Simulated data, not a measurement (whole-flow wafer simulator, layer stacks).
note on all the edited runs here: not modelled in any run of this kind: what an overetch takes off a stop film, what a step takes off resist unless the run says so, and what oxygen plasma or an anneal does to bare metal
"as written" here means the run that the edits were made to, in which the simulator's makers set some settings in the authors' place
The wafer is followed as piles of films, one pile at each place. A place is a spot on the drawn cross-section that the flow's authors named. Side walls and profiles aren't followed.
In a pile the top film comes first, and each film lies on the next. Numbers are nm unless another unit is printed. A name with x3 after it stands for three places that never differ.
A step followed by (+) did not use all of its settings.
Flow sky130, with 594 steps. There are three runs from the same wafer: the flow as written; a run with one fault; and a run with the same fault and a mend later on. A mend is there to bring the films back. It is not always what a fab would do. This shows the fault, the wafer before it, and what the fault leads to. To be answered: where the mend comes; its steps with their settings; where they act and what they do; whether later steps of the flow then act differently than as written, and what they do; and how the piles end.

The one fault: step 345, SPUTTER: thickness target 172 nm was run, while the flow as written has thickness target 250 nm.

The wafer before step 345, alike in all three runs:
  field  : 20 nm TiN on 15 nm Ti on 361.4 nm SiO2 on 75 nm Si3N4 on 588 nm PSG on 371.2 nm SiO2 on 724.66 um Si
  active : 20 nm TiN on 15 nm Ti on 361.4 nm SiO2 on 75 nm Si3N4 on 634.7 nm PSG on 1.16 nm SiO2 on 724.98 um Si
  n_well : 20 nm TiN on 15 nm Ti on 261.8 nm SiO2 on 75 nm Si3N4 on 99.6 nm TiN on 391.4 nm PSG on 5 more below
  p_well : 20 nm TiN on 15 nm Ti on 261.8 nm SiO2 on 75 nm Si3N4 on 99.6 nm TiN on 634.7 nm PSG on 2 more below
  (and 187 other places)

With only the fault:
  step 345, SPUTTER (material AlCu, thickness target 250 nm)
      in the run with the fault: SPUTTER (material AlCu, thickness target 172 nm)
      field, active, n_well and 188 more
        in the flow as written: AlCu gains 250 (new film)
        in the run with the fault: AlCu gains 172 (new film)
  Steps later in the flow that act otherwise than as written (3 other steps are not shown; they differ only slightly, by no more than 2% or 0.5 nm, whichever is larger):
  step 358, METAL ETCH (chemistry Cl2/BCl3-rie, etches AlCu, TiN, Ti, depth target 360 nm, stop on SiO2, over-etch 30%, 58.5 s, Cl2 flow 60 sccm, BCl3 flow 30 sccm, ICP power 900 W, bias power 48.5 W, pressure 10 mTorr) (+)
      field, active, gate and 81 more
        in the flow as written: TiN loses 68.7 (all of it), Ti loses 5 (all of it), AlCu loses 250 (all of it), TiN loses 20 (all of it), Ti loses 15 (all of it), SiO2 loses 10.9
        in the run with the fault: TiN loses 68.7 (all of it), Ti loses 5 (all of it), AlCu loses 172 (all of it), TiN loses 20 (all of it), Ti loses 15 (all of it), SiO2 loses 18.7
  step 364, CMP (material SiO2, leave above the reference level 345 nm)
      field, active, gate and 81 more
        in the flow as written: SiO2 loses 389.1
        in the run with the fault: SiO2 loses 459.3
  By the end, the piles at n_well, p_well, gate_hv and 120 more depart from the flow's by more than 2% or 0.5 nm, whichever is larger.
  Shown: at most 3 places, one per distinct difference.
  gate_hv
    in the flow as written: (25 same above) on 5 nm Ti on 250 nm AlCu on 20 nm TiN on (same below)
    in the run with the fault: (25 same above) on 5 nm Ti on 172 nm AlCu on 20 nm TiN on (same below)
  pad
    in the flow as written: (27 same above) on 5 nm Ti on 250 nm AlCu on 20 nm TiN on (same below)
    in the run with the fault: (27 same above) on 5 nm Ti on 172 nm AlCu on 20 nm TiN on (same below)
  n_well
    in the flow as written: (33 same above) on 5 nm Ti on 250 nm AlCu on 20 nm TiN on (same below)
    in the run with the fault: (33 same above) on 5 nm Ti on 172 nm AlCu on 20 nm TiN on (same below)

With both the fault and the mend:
  The mend stands after step 345.
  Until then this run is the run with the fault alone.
  step 345a, SPUTTER (material AlCu, thickness target 78 nm) (a further turn of the flow's step 345, with different settings)
      field, active, n_well and 188 more
        AlCu gains 78
  Every later step of the flow that is run acts as written at every place that is followed.
  The piles end the same as the flow's at every place that both follow.
